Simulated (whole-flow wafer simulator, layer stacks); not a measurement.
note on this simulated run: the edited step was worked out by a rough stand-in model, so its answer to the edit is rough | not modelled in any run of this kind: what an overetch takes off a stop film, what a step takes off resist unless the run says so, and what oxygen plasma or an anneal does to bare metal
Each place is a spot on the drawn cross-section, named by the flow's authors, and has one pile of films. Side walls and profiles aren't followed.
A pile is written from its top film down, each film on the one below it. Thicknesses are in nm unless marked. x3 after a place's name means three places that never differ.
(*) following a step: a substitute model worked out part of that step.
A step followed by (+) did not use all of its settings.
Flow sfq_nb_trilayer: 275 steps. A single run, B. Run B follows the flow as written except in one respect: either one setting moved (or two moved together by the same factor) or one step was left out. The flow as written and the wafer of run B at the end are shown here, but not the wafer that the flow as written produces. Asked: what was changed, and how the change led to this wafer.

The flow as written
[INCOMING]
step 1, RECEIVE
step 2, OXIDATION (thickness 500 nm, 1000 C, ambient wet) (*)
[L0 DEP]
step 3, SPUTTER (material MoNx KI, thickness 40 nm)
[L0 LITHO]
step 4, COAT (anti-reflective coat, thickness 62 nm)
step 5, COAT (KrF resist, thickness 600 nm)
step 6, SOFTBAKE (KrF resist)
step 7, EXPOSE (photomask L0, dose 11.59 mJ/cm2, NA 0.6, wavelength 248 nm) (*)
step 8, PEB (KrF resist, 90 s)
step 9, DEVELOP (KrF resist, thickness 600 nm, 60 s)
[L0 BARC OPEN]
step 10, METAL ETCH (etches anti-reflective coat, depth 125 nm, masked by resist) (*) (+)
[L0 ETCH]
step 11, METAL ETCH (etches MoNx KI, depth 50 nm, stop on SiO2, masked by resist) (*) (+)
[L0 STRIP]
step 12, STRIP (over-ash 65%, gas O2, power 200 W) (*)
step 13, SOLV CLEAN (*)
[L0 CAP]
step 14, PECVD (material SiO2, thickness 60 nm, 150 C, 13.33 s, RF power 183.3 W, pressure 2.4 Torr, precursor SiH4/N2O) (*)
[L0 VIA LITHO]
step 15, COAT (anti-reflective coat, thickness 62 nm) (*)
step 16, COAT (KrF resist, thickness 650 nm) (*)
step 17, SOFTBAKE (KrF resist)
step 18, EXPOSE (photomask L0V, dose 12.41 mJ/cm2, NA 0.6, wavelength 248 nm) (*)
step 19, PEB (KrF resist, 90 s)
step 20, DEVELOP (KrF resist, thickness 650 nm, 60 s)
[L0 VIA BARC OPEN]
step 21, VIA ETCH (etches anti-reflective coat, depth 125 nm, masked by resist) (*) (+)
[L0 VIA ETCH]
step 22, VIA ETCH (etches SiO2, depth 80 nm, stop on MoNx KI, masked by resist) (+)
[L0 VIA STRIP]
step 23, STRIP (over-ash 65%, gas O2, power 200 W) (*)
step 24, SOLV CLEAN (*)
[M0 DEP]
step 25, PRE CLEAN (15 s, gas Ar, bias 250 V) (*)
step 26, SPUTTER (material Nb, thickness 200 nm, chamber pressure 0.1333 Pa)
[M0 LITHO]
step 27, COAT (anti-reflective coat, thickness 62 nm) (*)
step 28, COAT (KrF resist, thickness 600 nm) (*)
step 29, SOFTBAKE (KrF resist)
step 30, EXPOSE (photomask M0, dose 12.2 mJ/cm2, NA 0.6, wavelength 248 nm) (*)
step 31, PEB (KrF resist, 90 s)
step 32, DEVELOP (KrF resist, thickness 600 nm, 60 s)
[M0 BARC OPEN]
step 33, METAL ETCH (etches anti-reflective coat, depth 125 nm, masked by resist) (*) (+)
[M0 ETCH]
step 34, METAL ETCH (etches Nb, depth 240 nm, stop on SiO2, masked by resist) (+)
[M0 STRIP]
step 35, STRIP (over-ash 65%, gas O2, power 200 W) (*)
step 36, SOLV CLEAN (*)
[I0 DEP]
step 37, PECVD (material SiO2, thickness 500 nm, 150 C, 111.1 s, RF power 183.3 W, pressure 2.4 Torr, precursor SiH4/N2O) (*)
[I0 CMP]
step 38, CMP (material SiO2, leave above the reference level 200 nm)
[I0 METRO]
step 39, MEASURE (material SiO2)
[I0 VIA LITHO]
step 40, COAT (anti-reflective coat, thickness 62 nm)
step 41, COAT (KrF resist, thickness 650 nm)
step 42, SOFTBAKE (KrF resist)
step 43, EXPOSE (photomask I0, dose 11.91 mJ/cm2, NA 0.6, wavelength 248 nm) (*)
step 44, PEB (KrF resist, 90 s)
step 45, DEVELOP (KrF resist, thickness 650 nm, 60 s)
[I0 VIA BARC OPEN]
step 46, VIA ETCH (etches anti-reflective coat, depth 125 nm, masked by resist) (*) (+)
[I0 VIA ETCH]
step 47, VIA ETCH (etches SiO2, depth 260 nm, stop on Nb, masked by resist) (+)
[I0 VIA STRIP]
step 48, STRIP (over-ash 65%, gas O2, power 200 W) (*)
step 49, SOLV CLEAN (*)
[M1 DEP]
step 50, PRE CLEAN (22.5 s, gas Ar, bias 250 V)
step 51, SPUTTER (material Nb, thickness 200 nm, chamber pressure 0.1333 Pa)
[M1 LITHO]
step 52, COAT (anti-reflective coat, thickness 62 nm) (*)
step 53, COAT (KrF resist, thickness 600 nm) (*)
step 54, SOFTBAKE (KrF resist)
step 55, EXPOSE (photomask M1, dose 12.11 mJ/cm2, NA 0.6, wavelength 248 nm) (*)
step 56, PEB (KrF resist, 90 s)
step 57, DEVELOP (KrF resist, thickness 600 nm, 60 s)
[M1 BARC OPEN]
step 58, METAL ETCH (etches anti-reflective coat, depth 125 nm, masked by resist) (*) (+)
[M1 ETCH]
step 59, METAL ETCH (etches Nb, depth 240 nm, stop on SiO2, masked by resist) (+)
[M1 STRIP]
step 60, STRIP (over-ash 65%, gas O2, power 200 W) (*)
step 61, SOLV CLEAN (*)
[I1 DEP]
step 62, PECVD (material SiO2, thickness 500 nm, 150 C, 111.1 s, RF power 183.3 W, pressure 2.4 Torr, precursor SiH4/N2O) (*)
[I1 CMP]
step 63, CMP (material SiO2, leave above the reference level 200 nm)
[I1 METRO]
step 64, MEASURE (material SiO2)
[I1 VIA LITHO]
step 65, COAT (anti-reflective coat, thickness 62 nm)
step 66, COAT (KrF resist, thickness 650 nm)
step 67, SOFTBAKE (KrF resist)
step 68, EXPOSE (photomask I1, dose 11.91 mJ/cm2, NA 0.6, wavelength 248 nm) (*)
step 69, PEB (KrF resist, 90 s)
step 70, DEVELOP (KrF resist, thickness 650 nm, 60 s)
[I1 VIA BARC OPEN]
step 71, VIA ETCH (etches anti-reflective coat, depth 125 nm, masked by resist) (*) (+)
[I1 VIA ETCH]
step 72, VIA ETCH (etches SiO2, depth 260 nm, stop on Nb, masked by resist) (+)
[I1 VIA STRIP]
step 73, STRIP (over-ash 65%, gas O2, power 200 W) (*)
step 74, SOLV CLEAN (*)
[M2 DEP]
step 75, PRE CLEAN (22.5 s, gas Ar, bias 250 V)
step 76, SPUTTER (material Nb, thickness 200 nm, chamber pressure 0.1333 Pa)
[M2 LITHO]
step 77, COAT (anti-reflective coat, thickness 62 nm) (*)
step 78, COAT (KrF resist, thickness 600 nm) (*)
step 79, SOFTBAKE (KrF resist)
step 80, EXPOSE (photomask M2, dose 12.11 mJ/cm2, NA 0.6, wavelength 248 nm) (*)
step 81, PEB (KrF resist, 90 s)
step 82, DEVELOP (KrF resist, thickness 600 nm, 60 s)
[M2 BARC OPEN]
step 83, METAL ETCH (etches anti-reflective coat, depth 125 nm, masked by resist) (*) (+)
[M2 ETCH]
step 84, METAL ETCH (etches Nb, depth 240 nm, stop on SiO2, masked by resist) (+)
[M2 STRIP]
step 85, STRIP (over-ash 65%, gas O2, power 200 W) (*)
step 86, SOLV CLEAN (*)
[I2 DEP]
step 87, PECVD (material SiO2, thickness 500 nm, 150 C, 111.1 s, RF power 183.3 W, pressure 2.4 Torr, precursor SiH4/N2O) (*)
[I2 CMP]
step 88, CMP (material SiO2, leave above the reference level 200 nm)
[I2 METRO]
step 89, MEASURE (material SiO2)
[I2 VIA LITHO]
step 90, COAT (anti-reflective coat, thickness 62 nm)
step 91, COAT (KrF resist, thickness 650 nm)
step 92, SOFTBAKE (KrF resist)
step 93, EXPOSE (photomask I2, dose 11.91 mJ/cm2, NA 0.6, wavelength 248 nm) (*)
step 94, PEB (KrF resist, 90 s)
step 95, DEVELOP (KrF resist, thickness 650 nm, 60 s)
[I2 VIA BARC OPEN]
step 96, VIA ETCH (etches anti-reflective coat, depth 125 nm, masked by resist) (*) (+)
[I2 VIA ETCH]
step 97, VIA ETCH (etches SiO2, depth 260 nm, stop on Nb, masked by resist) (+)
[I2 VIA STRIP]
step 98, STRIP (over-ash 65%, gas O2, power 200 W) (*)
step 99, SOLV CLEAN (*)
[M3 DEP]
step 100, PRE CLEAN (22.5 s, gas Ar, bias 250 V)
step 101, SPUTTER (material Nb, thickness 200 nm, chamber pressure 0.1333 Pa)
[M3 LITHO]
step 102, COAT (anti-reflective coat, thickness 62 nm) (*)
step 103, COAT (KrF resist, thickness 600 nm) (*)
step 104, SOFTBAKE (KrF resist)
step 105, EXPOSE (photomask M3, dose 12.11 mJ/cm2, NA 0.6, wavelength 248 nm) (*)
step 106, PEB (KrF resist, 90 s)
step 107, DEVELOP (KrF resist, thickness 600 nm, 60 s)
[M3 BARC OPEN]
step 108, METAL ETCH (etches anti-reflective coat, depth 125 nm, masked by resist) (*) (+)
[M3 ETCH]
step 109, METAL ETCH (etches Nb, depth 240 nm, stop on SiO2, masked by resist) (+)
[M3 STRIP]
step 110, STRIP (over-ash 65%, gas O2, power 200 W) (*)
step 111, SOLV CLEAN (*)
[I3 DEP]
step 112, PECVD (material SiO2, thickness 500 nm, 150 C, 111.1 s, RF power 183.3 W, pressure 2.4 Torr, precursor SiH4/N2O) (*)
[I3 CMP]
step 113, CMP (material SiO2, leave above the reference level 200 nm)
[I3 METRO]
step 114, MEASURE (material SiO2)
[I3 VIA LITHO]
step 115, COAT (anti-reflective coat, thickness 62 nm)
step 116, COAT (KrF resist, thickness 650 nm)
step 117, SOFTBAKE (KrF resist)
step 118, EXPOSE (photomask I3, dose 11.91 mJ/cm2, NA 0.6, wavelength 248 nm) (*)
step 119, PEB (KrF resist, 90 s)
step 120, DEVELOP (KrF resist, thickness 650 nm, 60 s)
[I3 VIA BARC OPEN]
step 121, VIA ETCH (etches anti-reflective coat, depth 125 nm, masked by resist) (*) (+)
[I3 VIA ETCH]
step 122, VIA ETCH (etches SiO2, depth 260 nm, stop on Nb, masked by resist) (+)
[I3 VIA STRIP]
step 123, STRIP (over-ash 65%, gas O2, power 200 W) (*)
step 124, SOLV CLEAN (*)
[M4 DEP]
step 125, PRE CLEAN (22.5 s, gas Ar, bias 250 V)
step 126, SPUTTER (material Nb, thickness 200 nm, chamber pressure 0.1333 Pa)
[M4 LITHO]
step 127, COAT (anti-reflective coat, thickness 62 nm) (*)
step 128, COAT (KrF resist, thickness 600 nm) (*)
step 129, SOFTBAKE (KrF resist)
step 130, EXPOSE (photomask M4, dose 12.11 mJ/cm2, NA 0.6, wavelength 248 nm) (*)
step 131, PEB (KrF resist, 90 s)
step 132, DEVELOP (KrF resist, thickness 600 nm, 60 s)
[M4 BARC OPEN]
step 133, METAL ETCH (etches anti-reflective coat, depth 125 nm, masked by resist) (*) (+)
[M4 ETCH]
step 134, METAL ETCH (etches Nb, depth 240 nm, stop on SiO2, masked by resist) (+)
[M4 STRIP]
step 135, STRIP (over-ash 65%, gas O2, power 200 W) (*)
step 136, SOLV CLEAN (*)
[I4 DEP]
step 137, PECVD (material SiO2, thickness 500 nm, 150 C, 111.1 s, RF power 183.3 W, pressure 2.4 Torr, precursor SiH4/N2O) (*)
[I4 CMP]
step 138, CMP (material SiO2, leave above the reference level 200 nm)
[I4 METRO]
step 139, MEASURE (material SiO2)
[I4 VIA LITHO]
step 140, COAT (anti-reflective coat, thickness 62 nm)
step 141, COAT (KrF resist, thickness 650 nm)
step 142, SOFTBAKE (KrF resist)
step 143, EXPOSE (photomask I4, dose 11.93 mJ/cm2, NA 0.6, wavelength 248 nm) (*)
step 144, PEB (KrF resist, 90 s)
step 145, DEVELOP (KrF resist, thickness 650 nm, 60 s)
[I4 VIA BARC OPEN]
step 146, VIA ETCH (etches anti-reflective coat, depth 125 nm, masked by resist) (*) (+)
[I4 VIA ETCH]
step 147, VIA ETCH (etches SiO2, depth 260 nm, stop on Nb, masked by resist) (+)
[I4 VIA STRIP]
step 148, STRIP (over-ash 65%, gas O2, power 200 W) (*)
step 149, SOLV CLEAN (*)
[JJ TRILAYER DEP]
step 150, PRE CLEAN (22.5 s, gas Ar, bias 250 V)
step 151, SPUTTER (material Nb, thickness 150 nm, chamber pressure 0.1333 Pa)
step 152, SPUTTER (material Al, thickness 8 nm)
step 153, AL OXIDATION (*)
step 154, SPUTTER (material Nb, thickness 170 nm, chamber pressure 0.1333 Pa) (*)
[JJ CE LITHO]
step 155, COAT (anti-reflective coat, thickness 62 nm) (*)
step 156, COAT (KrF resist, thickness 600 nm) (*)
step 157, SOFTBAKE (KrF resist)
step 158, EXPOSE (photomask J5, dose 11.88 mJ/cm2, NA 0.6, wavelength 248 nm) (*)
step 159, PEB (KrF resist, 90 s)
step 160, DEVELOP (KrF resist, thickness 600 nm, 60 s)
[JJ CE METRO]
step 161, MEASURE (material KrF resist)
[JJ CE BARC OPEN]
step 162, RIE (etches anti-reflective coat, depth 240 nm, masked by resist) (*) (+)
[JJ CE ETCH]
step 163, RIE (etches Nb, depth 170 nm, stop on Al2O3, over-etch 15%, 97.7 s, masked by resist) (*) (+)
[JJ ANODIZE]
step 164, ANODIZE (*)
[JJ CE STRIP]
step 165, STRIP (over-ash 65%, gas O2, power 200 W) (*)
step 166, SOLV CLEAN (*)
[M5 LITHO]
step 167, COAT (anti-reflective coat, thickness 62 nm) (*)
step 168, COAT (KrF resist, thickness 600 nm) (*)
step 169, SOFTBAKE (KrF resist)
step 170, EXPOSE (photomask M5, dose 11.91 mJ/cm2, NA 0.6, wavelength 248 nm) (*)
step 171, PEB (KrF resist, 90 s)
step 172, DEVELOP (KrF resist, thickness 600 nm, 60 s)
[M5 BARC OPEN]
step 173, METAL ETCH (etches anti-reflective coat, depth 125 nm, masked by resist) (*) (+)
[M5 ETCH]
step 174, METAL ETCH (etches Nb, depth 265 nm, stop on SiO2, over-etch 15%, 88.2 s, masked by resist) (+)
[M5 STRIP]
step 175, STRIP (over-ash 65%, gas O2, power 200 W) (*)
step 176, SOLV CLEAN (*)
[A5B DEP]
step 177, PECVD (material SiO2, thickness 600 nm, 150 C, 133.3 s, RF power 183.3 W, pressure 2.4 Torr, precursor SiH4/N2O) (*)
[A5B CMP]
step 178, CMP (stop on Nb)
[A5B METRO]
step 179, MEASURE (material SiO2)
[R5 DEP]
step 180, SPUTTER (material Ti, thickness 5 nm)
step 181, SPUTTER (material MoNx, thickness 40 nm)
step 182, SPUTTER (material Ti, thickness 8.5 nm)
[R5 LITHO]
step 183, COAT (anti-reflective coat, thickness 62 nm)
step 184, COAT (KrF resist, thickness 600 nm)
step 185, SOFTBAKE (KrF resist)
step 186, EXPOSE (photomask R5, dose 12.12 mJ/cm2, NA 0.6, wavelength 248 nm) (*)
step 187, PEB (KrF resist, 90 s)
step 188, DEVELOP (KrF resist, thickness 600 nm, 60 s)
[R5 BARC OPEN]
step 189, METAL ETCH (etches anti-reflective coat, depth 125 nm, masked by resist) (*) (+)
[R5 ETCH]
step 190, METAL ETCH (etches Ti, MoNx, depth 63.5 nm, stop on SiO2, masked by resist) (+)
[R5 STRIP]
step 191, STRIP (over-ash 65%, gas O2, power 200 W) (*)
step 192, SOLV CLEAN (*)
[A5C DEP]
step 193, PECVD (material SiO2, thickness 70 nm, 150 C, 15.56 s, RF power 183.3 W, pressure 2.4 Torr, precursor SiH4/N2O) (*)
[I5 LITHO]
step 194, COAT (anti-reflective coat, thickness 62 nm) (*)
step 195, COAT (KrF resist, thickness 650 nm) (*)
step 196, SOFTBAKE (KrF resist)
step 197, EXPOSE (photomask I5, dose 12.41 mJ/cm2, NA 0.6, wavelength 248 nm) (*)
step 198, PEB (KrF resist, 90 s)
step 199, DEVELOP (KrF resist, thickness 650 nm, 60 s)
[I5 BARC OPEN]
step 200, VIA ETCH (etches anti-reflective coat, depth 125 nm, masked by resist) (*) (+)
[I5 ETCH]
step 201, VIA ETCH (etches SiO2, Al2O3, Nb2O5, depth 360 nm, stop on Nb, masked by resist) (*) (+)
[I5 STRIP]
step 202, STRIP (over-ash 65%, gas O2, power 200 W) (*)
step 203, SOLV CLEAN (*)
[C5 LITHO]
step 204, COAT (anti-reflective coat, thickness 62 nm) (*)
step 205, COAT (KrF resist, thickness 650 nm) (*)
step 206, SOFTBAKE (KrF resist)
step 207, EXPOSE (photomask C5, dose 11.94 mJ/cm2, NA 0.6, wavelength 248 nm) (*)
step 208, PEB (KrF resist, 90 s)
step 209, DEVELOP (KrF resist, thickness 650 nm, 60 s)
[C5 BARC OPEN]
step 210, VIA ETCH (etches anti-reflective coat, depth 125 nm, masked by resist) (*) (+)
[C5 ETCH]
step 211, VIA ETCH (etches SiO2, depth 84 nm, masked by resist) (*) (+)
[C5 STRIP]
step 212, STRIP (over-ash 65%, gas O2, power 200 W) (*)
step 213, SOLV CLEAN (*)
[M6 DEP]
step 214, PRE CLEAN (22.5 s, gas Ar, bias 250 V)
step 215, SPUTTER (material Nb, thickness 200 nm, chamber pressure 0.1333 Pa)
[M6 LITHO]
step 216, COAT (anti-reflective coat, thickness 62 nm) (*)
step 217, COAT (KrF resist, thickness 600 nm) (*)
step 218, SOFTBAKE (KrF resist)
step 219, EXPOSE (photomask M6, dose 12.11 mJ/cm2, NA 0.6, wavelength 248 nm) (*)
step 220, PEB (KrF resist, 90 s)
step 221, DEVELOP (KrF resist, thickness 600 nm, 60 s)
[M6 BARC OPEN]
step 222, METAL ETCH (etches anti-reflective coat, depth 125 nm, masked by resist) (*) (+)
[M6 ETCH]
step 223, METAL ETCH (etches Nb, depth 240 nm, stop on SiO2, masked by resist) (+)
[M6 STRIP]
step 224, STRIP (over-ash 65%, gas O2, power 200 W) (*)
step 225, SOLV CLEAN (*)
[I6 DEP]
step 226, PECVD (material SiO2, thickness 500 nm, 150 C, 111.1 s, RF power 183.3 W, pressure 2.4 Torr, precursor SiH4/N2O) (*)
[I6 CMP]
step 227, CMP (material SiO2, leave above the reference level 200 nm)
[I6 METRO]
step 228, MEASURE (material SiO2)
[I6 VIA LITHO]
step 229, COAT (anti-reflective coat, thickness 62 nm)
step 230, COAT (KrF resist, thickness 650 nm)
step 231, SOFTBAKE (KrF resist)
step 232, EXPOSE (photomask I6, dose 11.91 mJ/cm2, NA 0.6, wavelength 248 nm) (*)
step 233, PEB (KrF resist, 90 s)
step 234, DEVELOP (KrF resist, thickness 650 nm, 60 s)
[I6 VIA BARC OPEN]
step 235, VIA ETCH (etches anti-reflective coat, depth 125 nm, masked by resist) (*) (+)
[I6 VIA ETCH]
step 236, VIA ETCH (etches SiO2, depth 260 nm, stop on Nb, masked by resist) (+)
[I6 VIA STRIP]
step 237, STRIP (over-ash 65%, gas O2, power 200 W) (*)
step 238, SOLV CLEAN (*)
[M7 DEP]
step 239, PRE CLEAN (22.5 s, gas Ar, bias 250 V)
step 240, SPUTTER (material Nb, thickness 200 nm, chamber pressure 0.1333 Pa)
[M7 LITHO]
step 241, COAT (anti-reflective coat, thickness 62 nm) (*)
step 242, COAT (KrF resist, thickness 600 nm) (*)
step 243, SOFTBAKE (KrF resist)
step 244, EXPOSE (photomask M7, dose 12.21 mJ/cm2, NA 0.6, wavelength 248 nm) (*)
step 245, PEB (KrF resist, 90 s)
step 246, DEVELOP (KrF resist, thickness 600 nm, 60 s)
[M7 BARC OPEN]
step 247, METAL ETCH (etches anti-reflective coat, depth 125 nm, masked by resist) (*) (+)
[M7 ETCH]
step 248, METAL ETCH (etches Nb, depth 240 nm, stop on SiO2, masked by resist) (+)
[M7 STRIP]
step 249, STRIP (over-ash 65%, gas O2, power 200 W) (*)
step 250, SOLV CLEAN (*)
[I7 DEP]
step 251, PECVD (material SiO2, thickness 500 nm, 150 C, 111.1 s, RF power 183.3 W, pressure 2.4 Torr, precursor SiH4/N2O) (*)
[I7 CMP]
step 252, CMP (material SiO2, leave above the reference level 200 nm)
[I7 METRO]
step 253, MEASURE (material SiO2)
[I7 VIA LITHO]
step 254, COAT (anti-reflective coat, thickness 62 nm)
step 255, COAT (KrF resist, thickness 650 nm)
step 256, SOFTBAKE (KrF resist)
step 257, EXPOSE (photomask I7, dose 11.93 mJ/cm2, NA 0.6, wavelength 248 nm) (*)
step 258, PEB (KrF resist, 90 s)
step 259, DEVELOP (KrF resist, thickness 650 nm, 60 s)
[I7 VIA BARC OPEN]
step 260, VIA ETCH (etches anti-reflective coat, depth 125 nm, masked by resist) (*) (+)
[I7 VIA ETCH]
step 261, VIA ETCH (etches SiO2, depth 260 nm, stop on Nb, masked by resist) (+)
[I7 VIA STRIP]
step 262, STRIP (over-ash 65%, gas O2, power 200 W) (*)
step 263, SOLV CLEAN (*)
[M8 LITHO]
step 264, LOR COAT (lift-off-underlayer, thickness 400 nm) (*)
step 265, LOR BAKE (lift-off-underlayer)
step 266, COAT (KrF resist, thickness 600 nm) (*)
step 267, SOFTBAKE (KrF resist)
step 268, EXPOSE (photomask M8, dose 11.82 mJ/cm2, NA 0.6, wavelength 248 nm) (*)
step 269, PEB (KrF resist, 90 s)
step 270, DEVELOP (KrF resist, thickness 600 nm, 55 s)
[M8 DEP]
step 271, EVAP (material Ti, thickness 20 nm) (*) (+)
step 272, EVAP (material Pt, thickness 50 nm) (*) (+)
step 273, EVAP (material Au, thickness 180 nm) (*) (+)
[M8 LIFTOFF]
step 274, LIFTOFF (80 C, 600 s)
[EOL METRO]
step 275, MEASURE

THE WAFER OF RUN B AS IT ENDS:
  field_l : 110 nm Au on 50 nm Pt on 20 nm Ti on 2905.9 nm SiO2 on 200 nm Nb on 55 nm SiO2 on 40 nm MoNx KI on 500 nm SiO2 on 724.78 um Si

The reason: step 273, EVAP: thickness 110 nm was run, though the flow has thickness 180 nm.
The wafer itself shows it: field_l has Au 110, and step 273 as written asks for 180 nm.

Step by step, how the change led to this:
  step 273, EVAP (material Au, thickness 180 nm) (*) (+)
      field_l, v_sur, via_wl and 103 more: +110 Au (new film) (as written it would have been: +180 Au (new film))
  step 274, LIFTOFF (80 C, 600 s)
      p4_fl, p4_fm, p4_w1 and 71 more: -110 Au (all of it), -50 Pt (all of it), -20 Ti (all of it), -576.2 KrF resist (all of it), -400 lift-off-underlayer (all of it) (as written it would have been: -180 Au (all of it), -50 Pt (all of it), -20 Ti (all of it), -576.2 KrF resist (all of it), -400 lift-off-underlayer (all of it))
      c5j, ce_r: -110 Au (all of it), -50 Pt (all of it), -20 Ti (all of it), -573.3 KrF resist (all of it), -399.3 lift-off-underlayer (all of it) (as written it would have been: -180 Au (all of it), -50 Pt (all of it), -20 Ti (all of it), -573.3 KrF resist (all of it), -399.3 lift-off-underlayer (all of it))
      (and at 19 other places as well)
